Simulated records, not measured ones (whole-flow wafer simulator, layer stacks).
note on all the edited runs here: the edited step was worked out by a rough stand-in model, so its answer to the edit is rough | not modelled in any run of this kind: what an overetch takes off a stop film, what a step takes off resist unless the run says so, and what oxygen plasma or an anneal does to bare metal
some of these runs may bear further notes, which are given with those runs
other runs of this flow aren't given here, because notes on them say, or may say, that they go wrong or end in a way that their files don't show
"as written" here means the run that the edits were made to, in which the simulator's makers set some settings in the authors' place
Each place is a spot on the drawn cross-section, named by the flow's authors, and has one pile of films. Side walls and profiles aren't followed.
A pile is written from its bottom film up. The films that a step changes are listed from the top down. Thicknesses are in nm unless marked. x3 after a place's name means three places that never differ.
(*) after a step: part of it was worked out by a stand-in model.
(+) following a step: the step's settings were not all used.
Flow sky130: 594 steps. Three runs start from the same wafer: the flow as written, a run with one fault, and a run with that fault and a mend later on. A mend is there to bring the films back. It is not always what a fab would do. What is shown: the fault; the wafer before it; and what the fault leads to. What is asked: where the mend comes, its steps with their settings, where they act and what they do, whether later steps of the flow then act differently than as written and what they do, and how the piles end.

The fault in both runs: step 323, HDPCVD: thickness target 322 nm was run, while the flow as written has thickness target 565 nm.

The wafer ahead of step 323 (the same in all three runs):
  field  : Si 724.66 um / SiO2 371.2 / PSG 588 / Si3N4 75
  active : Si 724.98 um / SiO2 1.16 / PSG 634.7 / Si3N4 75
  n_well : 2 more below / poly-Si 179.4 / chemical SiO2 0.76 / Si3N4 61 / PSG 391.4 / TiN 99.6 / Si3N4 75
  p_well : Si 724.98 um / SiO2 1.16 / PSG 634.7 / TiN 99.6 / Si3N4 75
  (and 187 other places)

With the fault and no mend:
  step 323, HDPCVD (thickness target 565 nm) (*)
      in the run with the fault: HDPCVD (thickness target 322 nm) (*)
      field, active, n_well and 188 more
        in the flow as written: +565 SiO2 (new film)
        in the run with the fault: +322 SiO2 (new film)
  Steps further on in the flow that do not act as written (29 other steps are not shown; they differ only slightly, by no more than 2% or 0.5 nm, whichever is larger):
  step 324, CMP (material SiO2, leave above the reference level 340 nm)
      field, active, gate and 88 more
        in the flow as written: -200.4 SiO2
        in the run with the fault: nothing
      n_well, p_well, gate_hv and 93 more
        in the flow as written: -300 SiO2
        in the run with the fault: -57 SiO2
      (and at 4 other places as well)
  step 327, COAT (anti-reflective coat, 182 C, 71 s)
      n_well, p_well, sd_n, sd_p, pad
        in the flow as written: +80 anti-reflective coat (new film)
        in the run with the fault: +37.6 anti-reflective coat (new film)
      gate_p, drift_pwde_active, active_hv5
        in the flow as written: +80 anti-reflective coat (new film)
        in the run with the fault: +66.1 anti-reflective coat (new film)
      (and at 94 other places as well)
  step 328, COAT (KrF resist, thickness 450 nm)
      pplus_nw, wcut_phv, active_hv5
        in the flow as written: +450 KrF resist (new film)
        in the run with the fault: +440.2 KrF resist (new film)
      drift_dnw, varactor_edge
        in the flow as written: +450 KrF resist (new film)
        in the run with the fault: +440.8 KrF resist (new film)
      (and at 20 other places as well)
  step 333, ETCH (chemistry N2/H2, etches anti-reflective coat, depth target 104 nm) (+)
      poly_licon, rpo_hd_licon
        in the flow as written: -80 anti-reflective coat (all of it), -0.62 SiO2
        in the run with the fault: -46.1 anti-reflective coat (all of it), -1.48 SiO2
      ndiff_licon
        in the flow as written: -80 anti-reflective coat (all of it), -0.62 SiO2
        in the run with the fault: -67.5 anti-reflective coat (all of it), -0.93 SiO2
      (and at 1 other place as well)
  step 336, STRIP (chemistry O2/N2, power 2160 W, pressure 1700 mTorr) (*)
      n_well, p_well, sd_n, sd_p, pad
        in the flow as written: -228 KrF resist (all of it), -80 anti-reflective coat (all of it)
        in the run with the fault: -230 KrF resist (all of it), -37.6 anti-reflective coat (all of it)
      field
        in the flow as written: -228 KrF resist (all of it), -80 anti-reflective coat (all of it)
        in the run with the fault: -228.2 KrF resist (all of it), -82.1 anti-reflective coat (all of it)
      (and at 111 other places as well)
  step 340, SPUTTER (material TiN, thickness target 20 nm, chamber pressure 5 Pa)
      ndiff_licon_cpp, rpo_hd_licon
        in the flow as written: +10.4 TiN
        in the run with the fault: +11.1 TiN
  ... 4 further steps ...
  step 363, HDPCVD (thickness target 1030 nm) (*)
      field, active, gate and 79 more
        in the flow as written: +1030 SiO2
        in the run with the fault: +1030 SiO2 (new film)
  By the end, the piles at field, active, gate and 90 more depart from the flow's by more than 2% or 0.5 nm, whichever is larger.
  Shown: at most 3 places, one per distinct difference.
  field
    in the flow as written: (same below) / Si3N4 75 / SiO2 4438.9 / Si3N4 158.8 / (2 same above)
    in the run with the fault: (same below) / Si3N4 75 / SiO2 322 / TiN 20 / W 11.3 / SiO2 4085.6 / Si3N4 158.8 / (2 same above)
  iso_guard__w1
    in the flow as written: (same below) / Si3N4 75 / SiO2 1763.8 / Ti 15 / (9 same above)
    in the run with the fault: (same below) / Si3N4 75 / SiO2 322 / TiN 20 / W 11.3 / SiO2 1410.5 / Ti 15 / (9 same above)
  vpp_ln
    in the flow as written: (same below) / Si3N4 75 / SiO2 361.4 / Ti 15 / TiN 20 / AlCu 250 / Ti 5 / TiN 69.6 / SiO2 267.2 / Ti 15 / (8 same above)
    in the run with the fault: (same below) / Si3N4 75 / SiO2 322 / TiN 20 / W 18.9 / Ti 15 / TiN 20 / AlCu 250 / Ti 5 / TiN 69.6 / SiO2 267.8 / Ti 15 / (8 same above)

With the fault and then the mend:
  The mend follows step 323.
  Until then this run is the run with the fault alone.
  step 323a, HDPCVD (thickness target 243 nm) (*) (the flow's step 323, run once more with other settings)
      field, active, n_well and 188 more
        +243 SiO2
  Every later step of the flow that is run acts as written at every place that is followed.
  At every place that both follow, the piles at the end match the flow's.
